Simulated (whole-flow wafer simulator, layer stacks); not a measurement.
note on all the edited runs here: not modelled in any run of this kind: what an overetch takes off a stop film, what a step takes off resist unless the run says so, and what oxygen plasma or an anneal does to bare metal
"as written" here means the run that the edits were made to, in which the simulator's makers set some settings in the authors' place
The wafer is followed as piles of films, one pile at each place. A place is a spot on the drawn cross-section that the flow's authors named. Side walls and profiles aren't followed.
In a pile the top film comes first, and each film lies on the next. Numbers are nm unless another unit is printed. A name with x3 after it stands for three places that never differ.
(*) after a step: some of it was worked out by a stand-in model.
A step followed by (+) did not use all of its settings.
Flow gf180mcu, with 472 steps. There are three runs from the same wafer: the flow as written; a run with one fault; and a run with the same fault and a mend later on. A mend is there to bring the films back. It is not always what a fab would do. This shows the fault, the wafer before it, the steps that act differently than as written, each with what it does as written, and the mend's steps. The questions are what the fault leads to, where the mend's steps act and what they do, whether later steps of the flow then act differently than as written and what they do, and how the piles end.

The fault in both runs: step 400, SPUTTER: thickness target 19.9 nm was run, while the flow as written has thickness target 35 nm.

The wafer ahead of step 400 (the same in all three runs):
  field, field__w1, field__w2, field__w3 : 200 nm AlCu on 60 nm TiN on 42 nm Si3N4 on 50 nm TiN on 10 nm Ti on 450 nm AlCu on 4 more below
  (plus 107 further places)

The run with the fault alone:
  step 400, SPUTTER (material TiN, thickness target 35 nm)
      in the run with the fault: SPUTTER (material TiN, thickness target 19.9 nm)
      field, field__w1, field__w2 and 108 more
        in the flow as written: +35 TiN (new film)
        in the run with the fault: +19.9 TiN (new film)
  Steps further on in the flow that do not act as written (8 other steps are not shown; they differ only slightly, by no more than 2% or 0.5 nm, whichever is larger):
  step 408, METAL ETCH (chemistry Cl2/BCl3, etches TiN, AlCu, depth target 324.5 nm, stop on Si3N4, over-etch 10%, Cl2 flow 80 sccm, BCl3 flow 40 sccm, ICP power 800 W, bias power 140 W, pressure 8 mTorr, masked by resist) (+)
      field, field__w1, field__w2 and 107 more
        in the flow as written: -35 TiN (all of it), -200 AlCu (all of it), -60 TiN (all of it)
        in the run with the fault: -19.9 TiN (all of it), -200 AlCu (all of it), -60 TiN (all of it)
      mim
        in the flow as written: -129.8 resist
        in the run with the fault: -123.2 resist
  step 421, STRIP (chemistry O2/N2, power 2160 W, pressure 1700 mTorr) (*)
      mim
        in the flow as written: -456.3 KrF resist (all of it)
        in the run with the fault: -467.6 KrF resist (all of it)
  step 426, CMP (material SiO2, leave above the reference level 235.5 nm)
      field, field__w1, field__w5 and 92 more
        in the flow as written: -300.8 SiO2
        in the run with the fault: -315.9 SiO2
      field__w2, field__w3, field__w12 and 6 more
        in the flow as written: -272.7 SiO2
        in the run with the fault: -287.8 SiO2
  At mim, the piles at the end differ from the flow's by more than 2% or 0.5 nm, whichever is larger.
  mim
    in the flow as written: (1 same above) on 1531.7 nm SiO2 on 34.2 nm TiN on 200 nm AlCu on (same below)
    in the run with the fault: (1 same above) on 1531.7 nm SiO2 on 19.1 nm TiN on 200 nm AlCu on (same below)

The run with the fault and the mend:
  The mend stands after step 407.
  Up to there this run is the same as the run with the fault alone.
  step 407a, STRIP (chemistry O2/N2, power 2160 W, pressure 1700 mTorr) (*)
      mim
        -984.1 resist (all of it)
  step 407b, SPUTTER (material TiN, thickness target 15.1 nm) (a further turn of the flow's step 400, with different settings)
      field, field__w1, field__w2 and 108 more
        +15.1 TiN
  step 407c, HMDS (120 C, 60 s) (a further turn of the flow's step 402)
      alters no film at any place that is followed
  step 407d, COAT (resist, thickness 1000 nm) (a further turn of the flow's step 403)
      field, field__w1, field__w2 and 108 more
        +1000 resist (new film)
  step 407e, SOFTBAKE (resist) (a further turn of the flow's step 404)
      alters no film at any place that is followed
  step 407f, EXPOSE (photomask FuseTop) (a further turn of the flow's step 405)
      alters no film at any place that is followed
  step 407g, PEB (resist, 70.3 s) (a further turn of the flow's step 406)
      field, field__w1, field__w2 and 108 more
        -15.9 resist
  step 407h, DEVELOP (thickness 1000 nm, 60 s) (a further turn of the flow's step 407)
      field, field__w1, field__w2 and 107 more
        -984.1 resist (all of it)
  Every later step of the flow that is run acts as written at every place that is followed.
  At every place that both follow, the piles at the end match the flow's.
